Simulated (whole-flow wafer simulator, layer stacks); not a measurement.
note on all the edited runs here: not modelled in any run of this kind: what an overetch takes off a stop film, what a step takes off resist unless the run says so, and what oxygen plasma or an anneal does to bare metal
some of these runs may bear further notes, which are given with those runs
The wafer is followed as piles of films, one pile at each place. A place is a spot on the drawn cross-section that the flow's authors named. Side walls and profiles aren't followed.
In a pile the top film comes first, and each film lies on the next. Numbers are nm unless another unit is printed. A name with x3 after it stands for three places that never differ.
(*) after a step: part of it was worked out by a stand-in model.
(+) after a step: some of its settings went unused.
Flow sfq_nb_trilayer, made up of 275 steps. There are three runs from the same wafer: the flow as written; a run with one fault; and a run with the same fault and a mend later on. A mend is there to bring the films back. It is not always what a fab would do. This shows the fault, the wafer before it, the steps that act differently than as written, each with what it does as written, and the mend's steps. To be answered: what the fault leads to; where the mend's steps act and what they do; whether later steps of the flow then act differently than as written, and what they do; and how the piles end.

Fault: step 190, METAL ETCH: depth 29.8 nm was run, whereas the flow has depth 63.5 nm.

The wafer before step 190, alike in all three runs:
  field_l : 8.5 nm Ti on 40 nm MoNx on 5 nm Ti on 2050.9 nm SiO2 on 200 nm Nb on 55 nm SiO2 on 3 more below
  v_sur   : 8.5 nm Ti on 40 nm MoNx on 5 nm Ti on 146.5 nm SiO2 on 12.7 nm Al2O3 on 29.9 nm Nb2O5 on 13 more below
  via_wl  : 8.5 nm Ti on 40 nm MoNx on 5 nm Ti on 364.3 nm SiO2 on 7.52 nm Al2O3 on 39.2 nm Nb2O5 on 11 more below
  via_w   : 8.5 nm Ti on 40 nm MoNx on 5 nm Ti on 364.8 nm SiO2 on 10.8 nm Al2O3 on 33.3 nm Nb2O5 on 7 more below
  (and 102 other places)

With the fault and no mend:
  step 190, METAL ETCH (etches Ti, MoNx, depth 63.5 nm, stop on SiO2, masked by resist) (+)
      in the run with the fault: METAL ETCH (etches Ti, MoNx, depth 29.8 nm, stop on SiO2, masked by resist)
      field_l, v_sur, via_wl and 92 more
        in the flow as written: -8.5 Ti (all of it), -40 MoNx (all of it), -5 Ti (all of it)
        in the run with the fault: -8.5 Ti (all of it), -21.3 MoNx
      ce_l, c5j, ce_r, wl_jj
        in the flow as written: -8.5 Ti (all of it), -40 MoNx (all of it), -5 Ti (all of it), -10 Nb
        in the run with the fault: -8.5 Ti (all of it), -21.3 MoNx
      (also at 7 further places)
  Later steps of the flow acting differently than as written (8 more steps, not shown, differ only slightly: by at most 2% or 0.5 nm, whichever is larger):
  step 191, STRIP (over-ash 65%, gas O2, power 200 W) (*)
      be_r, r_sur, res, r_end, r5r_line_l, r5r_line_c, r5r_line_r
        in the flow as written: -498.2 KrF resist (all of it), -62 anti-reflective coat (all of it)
        in the run with the fault: -511.6 KrF resist (all of it), -62 anti-reflective coat (all of it)
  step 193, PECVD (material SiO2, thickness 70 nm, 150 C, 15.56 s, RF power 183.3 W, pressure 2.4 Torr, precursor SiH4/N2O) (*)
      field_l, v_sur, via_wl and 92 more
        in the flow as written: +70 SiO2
        in the run with the fault: +70 SiO2 (new film)
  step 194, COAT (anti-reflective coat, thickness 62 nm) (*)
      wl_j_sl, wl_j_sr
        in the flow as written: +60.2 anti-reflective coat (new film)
        in the run with the fault: +62 anti-reflective coat (new film)
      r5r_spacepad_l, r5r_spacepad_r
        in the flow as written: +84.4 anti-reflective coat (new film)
        in the run with the fault: +74.2 anti-reflective coat (new film)
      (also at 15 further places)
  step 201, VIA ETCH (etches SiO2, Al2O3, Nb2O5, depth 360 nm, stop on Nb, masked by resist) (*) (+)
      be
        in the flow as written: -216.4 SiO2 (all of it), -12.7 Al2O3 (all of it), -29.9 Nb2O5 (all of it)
        in the run with the fault: -69.8 SiO2 (all of it), -18.7 MoNx (all of it), -5 Ti (all of it), -146.5 SiO2 (all of it), -12.7 Al2O3 (all of it), -29.9 Nb2O5 (all of it)
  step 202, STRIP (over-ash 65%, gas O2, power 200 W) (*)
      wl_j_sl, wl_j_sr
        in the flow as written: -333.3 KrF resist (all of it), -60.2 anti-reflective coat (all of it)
        in the run with the fault: -333.2 KrF resist (all of it), -62 anti-reflective coat (all of it)
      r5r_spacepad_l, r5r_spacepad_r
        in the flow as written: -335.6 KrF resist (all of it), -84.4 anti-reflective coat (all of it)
        in the run with the fault: -334.6 KrF resist (all of it), -74.2 anti-reflective coat (all of it)
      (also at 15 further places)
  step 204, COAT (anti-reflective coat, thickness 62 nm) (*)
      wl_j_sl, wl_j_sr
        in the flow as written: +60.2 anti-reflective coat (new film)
        in the run with the fault: +62 anti-reflective coat (new film)
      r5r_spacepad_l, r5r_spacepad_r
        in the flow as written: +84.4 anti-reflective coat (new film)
        in the run with the fault: +74.2 anti-reflective coat (new film)
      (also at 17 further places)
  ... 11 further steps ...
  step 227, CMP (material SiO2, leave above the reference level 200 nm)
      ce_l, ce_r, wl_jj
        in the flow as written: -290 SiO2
        in the run with the fault: -300 SiO2
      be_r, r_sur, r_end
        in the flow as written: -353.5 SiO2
        in the run with the fault: -329.8 SiO2
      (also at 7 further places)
  The piles end different from the flow's at field_l, v_sur, via_wl and 103 more by more than 2% or 0.5 nm, whichever is larger.
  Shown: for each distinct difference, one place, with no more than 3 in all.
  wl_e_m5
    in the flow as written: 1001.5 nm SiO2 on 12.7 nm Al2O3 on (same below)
    in the run with the fault: 855 nm SiO2 on 18.7 nm MoNx on 5 nm Ti on 146.5 nm SiO2 on 12.7 nm Al2O3 on (same below)
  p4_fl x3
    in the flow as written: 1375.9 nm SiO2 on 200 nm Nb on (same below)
    in the run with the fault: 855 nm SiO2 on 18.7 nm MoNx on 5 nm Ti on 520.9 nm SiO2 on 200 nm Nb on (same below)
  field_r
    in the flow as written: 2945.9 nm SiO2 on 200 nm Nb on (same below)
    in the run with the fault: 855 nm SiO2 on 18.7 nm MoNx on 5 nm Ti on 2090.9 nm SiO2 on 200 nm Nb on (same below)

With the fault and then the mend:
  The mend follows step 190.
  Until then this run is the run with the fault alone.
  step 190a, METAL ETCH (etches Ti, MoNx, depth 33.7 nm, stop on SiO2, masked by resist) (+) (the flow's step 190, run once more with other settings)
      field_l, v_sur, via_wl and 92 more
        -18.7 MoNx (all of it), -5 Ti (all of it)
      be_r, r_sur, res, r_end, r5r_line_l, r5r_line_c, r5r_line_r
        -13.5 KrF resist
      ce_l, c5j, ce_r, wl_jj
        -18.7 MoNx (all of it), -5 Ti (all of it), -10 Nb
  None of the later steps of the flow acts differently than as written at any place that is followed.
  The piles end the same as the flow's at every place that both follow.
